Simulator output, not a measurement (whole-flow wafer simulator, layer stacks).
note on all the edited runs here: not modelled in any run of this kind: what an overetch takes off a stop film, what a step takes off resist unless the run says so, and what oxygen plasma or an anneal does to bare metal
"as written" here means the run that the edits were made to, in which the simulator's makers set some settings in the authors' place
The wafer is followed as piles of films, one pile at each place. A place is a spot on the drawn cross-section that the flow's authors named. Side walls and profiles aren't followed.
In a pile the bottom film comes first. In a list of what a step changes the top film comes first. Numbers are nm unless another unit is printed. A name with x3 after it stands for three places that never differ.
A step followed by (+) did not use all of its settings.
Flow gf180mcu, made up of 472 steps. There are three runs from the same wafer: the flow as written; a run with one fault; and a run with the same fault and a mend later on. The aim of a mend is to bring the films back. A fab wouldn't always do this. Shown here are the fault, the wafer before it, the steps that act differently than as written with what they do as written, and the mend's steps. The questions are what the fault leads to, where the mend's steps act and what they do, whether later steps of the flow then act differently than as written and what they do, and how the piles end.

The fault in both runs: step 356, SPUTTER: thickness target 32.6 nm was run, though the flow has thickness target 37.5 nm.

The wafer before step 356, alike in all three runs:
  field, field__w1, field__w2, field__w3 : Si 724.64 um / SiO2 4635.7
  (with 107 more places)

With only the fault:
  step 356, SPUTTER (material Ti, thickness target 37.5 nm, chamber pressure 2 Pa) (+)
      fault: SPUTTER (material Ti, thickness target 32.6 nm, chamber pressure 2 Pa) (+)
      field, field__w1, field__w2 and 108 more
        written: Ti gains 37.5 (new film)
        fault: Ti gains 32.6 (new film)
  Later steps of the flow acting differently than as written (1 other step is not shown; it differs only slightly, by no more than 2% or 0.5 nm, whichever is larger):
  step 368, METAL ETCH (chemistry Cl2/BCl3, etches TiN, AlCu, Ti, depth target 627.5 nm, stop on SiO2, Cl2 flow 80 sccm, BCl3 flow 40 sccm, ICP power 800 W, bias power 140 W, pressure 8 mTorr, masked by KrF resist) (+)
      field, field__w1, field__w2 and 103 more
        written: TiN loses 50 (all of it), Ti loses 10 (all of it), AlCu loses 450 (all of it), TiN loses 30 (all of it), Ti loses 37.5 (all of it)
        fault: TiN loses 50 (all of it), Ti loses 10 (all of it), AlCu loses 450 (all of it), TiN loses 30 (all of it), Ti loses 32.6 (all of it)
  The piles end different from the flow's at field__w8, contact, m1, m1__w1, m1_nw by more than 2% or 0.5 nm, whichever is larger.
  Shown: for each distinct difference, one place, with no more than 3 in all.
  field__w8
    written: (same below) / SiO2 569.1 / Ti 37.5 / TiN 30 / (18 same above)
    fault: (same below) / SiO2 569.1 / Ti 32.6 / TiN 30 / (18 same above)
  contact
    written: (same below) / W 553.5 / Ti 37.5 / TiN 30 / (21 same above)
    fault: (same below) / W 553.5 / Ti 32.6 / TiN 30 / (21 same above)

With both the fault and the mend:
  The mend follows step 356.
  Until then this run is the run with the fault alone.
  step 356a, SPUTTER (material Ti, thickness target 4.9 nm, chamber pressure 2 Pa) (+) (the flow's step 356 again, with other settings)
      field, field__w1, field__w2 and 108 more
        Ti gains 4.9
  Later steps of the flow that are run all act as written at every place that is followed.
  At every place that both follow, the piles at the end match the flow's.
